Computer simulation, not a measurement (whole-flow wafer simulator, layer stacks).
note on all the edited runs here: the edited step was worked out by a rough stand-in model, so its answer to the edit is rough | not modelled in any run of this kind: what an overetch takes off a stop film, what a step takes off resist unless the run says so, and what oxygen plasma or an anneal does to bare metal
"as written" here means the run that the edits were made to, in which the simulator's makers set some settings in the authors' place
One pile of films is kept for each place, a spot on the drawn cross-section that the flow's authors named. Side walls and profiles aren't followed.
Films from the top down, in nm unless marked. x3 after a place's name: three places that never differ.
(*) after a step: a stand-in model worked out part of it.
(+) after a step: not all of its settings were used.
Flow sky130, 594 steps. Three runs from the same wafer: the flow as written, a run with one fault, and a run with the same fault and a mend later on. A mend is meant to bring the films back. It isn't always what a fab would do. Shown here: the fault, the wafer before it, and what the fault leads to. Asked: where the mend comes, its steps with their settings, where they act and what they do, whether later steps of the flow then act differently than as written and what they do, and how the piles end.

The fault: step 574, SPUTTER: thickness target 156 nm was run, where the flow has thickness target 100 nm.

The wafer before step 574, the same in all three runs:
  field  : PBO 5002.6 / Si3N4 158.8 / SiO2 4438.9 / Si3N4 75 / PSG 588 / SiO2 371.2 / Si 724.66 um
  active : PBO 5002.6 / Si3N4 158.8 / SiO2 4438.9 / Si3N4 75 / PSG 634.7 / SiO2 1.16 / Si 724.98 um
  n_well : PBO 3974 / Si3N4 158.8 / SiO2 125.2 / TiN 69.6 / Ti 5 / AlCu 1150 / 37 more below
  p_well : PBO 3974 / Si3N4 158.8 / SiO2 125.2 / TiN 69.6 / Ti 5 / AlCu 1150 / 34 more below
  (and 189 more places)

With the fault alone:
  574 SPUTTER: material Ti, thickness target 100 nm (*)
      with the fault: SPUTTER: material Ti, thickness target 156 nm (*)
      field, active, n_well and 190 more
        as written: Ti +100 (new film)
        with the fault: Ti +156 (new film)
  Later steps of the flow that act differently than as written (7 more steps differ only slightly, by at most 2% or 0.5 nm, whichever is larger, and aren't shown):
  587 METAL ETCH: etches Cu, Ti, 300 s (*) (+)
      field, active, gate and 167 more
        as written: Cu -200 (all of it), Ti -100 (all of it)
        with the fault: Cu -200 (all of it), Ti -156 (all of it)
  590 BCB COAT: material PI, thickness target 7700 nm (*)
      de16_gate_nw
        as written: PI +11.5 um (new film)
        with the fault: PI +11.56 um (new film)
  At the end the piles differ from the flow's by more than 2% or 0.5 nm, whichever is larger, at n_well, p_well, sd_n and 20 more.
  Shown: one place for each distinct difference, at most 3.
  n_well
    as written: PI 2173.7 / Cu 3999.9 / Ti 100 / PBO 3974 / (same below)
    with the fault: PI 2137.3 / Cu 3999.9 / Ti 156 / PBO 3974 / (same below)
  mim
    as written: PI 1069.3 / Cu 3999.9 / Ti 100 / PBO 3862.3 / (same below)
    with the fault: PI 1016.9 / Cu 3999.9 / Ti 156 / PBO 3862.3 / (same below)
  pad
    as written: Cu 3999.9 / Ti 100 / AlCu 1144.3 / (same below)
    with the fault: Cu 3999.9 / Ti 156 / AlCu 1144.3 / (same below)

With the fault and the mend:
  The mend comes after step 574.
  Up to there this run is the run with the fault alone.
  574a ETCH: chemistry CF4/O2, etches Si3N4, SiO2, TiN, Ti, depth target 56 nm (the flow's step 554 once more, with other settings)
      field, active, n_well and 190 more
        Ti -56
  No later step of the flow acts differently than as written, at any place that is followed, by more than 2% or 0.5 nm, whichever is larger.
  At the end the piles are the same as the flow's at every place that both follow.
